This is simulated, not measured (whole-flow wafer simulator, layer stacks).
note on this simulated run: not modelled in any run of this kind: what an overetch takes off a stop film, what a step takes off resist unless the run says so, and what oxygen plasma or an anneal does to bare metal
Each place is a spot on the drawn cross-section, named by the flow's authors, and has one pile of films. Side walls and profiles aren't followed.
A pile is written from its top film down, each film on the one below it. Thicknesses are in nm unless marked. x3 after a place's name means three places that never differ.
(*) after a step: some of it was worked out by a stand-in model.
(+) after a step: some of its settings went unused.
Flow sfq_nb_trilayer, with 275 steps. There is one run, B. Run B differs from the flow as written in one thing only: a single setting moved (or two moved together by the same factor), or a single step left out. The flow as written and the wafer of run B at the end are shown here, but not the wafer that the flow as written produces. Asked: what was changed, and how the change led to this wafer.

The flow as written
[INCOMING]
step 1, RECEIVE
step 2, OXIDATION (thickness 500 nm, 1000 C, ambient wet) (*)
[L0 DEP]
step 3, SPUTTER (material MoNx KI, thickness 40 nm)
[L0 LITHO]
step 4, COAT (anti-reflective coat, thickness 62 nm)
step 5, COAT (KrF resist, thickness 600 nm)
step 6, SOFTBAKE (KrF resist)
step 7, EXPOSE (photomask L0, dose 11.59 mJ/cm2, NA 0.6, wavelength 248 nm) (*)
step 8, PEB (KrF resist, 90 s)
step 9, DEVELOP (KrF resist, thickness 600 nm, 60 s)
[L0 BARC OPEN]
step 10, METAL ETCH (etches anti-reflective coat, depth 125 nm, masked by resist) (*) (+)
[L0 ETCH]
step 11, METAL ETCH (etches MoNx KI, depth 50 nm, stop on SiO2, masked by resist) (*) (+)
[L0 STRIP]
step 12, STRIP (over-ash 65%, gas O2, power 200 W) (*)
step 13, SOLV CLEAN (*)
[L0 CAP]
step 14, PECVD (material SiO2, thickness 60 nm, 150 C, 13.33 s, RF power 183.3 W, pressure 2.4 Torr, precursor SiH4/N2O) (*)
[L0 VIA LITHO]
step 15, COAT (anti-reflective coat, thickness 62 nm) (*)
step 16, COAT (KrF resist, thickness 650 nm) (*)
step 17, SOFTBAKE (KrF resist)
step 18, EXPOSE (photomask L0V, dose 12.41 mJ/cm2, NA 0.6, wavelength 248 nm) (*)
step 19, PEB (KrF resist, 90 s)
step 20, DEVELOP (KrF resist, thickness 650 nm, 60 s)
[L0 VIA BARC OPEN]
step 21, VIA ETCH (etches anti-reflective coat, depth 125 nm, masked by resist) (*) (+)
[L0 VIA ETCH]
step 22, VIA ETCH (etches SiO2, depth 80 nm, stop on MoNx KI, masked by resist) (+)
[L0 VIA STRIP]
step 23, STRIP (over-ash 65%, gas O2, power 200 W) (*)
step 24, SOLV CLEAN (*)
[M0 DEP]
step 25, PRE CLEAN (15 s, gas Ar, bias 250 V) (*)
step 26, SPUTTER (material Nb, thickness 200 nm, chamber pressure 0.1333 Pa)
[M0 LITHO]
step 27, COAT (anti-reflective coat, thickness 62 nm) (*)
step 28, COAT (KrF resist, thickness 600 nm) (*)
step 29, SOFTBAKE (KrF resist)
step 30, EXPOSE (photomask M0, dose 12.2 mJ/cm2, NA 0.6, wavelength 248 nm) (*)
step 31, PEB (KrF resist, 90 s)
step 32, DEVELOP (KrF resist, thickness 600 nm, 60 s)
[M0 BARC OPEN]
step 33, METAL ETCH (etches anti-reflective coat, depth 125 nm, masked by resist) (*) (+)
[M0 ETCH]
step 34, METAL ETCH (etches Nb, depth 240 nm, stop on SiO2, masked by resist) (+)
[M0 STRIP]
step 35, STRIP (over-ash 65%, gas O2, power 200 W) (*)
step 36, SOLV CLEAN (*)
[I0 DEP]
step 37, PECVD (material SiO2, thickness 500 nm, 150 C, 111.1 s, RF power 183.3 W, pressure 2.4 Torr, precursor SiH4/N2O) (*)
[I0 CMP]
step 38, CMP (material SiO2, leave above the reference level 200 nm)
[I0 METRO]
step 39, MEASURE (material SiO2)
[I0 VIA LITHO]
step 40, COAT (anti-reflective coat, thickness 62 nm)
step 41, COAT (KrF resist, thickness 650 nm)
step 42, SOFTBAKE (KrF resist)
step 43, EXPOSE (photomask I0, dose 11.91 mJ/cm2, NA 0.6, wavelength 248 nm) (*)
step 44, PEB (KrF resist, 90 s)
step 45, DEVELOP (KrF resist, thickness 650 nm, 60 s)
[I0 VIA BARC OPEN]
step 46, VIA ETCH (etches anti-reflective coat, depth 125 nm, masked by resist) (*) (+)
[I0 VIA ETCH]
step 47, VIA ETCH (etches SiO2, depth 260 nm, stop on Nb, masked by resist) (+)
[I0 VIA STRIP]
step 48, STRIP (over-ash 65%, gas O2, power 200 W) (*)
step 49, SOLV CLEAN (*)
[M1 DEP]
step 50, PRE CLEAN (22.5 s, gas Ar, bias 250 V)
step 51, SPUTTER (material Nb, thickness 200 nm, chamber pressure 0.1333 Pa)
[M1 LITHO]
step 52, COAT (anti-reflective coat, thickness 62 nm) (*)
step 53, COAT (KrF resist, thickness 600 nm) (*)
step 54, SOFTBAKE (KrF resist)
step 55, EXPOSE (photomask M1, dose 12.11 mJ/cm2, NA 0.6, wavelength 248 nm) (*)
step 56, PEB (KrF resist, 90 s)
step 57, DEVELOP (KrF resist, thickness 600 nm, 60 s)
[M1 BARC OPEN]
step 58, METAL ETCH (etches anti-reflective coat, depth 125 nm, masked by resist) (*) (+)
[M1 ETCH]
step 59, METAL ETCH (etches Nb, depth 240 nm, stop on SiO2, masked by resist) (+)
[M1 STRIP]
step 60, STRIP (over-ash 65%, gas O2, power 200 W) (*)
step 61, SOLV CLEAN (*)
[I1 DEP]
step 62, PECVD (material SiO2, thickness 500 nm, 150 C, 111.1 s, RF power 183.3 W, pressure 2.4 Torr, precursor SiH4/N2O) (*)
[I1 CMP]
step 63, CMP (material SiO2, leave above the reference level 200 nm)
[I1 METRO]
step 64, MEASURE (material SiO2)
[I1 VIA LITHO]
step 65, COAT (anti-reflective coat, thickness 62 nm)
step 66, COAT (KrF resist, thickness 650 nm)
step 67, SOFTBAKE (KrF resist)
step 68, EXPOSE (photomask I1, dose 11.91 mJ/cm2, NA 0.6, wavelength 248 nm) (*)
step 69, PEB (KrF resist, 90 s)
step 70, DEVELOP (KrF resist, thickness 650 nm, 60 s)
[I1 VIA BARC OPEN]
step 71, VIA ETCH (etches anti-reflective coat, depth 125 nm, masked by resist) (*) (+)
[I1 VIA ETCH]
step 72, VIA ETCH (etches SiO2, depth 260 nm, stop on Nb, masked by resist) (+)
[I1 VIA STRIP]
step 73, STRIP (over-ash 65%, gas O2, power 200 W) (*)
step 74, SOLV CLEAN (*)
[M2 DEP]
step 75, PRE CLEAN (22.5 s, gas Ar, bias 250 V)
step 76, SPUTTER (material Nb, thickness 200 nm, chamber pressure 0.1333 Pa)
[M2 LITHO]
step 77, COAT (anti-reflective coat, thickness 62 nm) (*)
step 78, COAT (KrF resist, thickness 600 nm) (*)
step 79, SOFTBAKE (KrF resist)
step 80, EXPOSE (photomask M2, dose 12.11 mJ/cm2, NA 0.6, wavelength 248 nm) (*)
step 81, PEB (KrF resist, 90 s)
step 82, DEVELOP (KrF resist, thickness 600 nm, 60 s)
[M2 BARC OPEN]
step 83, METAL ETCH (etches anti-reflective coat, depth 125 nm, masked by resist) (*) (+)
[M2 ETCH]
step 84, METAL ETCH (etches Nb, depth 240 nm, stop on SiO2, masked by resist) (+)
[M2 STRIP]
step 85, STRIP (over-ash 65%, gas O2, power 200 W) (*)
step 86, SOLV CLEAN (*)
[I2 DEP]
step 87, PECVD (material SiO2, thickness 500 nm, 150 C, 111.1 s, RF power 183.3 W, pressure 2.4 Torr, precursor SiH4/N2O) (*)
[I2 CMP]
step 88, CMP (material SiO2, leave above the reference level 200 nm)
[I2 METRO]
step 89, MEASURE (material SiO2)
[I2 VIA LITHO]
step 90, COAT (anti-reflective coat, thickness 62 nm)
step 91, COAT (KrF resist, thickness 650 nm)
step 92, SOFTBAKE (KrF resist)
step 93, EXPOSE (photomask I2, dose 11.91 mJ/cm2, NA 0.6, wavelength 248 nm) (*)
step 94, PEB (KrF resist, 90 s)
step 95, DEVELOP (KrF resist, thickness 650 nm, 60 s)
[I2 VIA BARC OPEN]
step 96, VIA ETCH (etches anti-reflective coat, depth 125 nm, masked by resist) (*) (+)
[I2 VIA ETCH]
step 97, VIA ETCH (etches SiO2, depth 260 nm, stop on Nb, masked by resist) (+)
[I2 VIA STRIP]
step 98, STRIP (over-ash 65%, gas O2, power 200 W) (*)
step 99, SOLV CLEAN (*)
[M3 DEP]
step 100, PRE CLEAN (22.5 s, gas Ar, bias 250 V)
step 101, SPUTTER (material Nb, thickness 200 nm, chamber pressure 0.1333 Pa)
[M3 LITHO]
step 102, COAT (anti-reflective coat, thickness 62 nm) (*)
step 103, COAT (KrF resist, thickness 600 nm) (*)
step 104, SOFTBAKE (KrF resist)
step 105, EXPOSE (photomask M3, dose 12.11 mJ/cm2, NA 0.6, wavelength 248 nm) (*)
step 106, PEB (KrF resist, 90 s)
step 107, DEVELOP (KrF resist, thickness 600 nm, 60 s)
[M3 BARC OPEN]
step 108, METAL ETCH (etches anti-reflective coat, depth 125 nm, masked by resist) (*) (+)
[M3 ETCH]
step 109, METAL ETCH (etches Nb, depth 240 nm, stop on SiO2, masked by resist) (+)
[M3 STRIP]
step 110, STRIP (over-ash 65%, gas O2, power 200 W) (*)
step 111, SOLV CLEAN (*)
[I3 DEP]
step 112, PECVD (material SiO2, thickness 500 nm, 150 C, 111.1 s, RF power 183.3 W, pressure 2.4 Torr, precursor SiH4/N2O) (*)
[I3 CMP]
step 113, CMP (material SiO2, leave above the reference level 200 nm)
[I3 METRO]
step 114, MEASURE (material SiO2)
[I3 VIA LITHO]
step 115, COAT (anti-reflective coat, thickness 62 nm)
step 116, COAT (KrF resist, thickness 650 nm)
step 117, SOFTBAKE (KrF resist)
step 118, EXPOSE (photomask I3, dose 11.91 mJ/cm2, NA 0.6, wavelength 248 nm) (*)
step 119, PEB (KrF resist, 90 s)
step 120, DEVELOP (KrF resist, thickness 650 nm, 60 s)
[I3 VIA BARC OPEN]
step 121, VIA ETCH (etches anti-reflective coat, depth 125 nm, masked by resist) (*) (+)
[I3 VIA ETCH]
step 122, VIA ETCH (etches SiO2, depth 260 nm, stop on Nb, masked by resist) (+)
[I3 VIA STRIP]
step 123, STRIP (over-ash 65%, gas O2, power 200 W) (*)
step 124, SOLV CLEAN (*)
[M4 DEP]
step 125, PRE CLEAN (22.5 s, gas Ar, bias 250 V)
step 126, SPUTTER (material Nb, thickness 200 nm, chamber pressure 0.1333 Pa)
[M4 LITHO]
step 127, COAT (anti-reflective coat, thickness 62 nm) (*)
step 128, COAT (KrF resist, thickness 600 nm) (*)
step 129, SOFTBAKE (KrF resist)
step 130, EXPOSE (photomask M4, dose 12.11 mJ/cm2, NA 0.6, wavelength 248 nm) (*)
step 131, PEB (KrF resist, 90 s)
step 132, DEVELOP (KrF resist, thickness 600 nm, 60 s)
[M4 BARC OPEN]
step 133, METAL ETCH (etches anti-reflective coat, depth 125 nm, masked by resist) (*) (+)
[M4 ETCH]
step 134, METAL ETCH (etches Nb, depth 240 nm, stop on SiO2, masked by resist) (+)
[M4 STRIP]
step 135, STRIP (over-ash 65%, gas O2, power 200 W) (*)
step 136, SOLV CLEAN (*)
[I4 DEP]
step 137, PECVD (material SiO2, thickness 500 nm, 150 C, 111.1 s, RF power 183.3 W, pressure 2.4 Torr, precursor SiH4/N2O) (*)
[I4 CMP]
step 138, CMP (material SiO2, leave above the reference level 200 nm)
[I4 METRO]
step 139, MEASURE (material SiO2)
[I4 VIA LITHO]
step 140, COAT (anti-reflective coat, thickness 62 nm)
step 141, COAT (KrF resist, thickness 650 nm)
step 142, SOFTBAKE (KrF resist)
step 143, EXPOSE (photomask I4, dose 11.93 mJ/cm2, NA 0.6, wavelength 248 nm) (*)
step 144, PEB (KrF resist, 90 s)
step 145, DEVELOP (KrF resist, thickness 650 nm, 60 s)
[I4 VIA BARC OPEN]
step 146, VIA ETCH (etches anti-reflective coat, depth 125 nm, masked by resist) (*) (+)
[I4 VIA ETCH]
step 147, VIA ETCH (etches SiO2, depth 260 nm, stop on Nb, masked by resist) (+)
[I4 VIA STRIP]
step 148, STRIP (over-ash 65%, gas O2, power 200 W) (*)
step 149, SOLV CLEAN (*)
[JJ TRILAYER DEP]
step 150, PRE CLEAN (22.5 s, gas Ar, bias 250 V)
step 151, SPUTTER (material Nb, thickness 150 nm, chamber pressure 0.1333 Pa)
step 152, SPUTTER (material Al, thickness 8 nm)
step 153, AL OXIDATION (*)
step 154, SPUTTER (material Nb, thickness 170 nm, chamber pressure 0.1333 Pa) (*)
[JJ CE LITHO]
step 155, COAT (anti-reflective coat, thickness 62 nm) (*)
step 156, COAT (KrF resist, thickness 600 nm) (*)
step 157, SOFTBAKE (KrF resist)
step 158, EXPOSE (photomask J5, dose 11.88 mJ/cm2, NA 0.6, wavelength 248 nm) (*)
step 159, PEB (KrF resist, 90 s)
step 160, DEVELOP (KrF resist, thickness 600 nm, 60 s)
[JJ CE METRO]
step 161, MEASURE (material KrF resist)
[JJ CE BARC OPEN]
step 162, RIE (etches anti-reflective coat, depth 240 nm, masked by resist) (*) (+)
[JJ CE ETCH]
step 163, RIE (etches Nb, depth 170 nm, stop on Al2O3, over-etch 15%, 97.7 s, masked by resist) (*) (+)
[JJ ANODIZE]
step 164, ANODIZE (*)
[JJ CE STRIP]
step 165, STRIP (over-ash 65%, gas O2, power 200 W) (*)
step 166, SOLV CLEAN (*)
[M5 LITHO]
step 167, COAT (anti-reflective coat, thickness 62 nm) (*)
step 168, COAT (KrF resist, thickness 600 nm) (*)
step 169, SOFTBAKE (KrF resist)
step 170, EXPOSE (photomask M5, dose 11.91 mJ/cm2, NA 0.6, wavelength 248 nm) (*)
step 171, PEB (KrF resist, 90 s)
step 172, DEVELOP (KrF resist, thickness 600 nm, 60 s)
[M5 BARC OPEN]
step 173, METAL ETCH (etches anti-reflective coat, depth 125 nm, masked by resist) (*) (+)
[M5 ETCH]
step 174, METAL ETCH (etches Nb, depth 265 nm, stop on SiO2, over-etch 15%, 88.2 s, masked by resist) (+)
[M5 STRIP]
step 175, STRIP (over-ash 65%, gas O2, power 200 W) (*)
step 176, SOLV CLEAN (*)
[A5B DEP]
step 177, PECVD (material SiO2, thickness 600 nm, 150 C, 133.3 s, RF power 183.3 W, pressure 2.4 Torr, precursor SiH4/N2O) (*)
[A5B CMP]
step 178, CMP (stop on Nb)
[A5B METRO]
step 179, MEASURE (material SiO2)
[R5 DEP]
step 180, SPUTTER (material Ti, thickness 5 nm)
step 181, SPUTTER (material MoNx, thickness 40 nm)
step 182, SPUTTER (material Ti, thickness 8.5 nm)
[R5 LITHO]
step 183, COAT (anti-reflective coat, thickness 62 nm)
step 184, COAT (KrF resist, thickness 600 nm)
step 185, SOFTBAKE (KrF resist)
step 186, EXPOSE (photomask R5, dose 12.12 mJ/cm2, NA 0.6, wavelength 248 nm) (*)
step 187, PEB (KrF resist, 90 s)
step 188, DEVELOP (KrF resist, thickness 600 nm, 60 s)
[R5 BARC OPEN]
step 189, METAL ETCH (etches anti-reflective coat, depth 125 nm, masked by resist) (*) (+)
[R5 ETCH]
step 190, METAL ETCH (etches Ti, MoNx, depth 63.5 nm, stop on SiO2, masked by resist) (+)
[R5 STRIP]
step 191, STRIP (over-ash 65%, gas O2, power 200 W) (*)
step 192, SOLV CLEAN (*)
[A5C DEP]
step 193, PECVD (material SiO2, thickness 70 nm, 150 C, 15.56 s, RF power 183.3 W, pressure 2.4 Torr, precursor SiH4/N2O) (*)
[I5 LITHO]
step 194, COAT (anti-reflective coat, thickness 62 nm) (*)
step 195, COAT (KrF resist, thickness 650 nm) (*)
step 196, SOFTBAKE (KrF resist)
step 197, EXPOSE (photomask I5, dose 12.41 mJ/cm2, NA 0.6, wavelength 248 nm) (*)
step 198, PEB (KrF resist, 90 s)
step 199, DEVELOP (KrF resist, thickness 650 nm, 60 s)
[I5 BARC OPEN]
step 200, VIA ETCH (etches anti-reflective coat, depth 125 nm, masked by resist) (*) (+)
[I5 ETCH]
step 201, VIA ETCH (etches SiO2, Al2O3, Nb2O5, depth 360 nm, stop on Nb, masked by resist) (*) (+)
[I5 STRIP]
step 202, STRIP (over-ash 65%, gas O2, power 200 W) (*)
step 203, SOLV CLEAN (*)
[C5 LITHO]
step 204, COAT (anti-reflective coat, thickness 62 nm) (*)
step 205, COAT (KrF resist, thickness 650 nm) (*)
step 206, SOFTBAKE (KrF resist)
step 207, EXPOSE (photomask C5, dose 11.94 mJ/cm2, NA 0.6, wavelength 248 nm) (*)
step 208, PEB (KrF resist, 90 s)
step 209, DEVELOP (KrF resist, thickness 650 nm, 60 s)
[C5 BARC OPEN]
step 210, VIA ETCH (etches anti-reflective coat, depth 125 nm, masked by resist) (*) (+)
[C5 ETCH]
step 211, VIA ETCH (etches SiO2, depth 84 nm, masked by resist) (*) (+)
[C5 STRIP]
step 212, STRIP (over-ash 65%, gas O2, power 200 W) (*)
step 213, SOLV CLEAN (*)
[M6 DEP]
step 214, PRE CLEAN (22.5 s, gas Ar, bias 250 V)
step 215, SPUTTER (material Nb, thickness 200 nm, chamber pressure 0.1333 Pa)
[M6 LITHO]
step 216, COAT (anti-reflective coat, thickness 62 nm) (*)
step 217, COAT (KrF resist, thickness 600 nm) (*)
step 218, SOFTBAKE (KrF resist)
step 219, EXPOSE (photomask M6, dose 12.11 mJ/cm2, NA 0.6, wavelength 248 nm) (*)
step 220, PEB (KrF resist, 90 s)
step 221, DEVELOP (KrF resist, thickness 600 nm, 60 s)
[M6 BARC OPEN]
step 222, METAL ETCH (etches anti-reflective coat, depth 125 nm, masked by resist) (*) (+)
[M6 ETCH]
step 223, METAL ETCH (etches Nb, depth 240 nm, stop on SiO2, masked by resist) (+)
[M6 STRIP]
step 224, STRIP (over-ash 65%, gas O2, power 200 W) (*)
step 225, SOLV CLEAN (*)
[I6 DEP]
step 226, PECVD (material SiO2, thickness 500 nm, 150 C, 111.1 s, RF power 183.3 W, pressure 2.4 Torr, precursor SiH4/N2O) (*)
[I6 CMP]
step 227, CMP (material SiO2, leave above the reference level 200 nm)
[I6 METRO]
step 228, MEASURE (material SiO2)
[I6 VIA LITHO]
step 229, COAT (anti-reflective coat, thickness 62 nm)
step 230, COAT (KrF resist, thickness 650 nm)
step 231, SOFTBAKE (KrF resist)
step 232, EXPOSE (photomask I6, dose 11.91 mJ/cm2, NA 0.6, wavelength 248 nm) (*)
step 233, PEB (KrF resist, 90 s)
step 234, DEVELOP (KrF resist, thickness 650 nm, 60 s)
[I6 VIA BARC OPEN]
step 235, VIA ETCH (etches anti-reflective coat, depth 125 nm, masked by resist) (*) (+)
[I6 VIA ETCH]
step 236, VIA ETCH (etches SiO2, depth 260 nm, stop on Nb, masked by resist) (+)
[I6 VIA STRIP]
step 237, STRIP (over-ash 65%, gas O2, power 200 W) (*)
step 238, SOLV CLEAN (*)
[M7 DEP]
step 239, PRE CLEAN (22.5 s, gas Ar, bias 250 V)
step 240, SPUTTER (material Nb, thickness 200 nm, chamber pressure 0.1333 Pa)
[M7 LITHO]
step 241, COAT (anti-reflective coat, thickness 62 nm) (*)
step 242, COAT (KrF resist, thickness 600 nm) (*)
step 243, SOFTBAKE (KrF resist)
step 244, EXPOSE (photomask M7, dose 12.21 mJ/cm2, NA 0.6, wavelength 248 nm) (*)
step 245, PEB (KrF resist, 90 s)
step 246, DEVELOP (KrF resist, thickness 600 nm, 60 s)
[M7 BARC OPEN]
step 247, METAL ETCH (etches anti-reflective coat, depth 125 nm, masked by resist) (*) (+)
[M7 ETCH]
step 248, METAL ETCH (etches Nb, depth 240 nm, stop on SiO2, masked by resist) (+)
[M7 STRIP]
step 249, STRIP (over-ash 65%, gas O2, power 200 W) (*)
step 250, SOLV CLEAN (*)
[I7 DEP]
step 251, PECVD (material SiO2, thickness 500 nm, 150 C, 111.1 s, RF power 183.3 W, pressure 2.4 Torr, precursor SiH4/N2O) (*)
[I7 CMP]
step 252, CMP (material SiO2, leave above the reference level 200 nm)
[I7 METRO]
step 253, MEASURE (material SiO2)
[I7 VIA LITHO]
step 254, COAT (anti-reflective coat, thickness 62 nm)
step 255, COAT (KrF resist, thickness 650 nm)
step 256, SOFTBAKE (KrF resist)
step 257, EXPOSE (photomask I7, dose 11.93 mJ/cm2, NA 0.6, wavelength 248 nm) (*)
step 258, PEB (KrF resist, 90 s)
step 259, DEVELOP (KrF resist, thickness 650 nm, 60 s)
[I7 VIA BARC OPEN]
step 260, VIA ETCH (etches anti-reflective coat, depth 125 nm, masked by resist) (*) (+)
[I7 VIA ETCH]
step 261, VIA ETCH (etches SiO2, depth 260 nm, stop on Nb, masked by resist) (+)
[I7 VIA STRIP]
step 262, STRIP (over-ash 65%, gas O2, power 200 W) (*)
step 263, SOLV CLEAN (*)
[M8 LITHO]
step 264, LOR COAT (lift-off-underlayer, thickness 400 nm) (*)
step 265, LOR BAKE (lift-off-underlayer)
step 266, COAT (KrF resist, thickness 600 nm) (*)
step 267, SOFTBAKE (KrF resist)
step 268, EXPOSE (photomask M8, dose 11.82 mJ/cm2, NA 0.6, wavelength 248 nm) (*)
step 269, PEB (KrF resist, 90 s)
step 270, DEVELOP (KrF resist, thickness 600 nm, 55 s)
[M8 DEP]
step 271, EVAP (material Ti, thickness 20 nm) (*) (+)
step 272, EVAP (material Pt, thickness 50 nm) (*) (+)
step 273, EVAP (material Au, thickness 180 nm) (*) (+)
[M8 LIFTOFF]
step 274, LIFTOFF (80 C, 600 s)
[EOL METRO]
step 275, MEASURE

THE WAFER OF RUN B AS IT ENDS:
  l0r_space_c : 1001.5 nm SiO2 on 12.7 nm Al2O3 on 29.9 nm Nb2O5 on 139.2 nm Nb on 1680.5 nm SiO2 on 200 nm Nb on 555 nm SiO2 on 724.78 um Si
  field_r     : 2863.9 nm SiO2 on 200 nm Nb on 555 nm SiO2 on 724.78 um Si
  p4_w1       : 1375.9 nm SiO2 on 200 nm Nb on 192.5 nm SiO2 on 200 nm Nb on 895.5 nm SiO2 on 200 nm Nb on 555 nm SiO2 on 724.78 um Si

What caused this: step 51, SPUTTER: thickness 118 nm was run, whereas the flow has thickness 200 nm.

The path from the change to this, step by step:
  step 51, SPUTTER (material Nb, thickness 200 nm, chamber pressure 0.1333 Pa)
      field_l, v_sur, via_wl and 102 more: Nb gains 118 (new film) (it would be, as written: Nb gains 200 (new film))
      via_w: Nb gains 103.8 (it would be, as written: Nb gains 174.5)
  step 52, COAT (anti-reflective coat, thickness 62 nm) (*)
      via_wl: anti-reflective coat gains 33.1 (new film) (it would be, as written: anti-reflective coat gains 33.8 (new film))
      via_w: anti-reflective coat gains 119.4 (new film) (it would be, as written: anti-reflective coat gains 123.1 (new film))
      (as well as at 1 more place)
  step 59, METAL ETCH (etches Nb, depth 240 nm, stop on SiO2, masked by resist) (+)
      field_l, be, be_sur and 79 more: Nb loses 118 (all of it) (it would be, as written: Nb loses 200 (all of it))
      v_sur, via_wl, via_w and 21 more: KrF resist loses 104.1 (it would be, as written: KrF resist loses 141.2)
  step 60, STRIP (over-ash 65%, gas O2, power 200 W) (*)
      wl_j_sl, wl_jj, wl_j_sr and 13 more: KrF resist loses 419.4 (all of it), anti-reflective coat loses 62 (all of it) (it would be, as written: KrF resist loses 382.4 (all of it), anti-reflective coat loses 62 (all of it))
      v_sur: KrF resist loses 403.6 (all of it), anti-reflective coat loses 60.9 (all of it) (it would be, as written: KrF resist loses 365.9 (all of it), anti-reflective coat loses 61.1 (all of it))
      (as well as at 7 more places)
  step 62, PECVD (material SiO2, thickness 500 nm, 150 C, 111.1 s, RF power 183.3 W, pressure 2.4 Torr, precursor SiH4/N2O) (*)
      wl_d_sl, wl_d_sr: SiO2 gains 500 (it would be, as written: SiO2 gains 557.1)
      via_w: SiO2 gains 585.9 (new film) (it would be, as written: SiO2 gains 606 (new film))
  step 63, CMP (material SiO2, leave above the reference level 200 nm)
      field_l, be, be_sur and 72 more: SiO2 loses 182 (it would be, as written: SiO2 loses 100)
      lsp_m, ln_m6, lsp_r, l0_sur, l0v: SiO2 loses 182 (it would be, as written: SiO2 loses 94.9)
      (as well as at 3 more places)
